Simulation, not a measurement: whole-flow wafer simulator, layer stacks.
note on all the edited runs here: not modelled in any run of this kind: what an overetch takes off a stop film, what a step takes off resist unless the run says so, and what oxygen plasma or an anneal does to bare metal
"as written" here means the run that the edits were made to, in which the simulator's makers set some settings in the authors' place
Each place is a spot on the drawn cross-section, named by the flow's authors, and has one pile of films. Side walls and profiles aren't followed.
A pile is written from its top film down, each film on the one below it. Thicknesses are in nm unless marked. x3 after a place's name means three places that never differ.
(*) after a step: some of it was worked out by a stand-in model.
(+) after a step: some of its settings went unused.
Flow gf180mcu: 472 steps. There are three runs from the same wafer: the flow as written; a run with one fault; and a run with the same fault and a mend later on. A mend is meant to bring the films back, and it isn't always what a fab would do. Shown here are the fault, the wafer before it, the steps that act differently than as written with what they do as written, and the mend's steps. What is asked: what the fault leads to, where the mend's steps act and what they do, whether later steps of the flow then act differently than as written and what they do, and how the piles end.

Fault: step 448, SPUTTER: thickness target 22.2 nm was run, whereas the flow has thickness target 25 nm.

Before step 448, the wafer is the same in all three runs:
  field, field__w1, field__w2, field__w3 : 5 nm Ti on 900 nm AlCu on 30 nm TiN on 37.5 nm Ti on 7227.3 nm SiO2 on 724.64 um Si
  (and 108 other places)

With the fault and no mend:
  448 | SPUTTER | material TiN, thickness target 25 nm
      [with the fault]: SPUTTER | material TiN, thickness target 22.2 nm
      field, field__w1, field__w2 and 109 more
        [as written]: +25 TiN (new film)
        [with the fault]: +22.2 TiN (new film)
  Steps further on in the flow that do not act as written (4 more steps, not shown, differ only slightly: by at most 2% or 0.5 nm, whichever is larger):
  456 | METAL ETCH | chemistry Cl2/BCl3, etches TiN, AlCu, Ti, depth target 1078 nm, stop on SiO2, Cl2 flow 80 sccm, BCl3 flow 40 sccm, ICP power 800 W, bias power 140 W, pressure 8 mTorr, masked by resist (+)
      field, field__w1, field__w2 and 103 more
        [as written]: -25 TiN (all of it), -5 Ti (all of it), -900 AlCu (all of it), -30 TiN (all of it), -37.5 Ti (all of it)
        [with the fault]: -22.2 TiN (all of it), -5 Ti (all of it), -900 AlCu (all of it), -30 TiN (all of it), -37.5 Ti (all of it)
  The piles end different from the flow's at field__w8, contact, m1, m1__w1, pad, m1_nw by more than 2% or 0.5 nm, whichever is larger.
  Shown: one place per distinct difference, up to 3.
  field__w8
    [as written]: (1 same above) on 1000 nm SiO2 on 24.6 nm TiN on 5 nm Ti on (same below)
    [with the fault]: (1 same above) on 1000 nm SiO2 on 21.8 nm TiN on 5 nm Ti on (same below)
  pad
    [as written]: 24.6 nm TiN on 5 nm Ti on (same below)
    [with the fault]: 21.8 nm TiN on 5 nm Ti on (same below)

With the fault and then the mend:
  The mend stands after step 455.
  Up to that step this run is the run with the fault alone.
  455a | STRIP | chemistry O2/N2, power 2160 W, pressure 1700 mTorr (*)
      field__w8, contact, m1, m1__w1, pad, m1_nw
        -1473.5 resist (all of it)
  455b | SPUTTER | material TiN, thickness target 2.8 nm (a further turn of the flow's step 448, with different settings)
      field, field__w1, field__w2 and 109 more
        +2.8 TiN
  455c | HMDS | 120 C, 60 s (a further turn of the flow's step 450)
      does not change any film at any place that is followed
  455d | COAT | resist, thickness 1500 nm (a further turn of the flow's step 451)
      field, field__w1, field__w2 and 109 more
        +1500 resist (new film)
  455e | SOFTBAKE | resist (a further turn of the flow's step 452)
      does not change any film at any place that is followed
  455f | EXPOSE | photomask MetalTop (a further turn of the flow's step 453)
      does not change any film at any place that is followed
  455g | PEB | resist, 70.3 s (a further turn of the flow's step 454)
      field, field__w1, field__w2 and 109 more
        -26.5 resist
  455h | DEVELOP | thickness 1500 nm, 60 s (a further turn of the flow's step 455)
      field, field__w1, field__w2 and 103 more
        -1473.5 resist (all of it)
  Every later step of the flow that is run acts as written at every place that is followed.
  The piles end the same as the flow's at every place that both follow.
